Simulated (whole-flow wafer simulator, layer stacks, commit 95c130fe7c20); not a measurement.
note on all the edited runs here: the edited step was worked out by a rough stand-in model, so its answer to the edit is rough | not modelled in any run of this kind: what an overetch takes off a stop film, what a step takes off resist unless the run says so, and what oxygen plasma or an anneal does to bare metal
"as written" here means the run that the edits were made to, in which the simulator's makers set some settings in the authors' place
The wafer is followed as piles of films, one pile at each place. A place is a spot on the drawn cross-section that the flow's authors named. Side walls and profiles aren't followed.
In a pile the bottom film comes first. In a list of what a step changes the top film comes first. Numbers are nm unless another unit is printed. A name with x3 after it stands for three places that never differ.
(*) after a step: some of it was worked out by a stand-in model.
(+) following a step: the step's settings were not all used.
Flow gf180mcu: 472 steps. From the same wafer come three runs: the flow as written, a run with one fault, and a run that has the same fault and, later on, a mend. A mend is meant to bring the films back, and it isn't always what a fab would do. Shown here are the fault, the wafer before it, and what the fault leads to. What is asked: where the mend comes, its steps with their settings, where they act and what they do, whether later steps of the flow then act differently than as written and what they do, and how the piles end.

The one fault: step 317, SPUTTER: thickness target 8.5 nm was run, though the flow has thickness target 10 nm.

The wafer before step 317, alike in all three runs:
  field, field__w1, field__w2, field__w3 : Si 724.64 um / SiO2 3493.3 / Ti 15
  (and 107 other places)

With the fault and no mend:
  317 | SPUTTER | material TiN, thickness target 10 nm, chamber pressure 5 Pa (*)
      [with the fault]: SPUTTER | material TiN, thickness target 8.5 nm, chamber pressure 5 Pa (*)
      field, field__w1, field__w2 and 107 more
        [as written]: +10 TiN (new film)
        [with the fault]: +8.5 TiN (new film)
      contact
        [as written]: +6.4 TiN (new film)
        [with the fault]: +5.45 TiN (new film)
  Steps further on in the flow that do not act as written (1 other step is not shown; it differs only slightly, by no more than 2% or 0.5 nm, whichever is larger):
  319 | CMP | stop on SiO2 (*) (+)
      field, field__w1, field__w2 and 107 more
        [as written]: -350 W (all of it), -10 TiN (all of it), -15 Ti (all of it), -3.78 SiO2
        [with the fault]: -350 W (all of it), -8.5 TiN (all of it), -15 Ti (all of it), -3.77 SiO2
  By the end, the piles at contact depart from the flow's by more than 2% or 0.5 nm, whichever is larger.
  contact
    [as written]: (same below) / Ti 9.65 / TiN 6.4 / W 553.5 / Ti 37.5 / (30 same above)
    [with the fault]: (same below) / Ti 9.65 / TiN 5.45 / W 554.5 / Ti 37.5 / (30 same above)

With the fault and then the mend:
  After step 317 comes the mend.
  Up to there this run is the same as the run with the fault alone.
  317a | SPUTTER | material TiN, thickness target 1.5 nm, chamber pressure 5 Pa (*) (the flow's step 317 again, with other settings)
      field, field__w1, field__w2 and 107 more
        +1.5 TiN
      contact
        +0.96 TiN
  Every later step of the flow that is run acts as written at every place that is followed.
  By the end, the piles equal the flow's at every place that both follow.
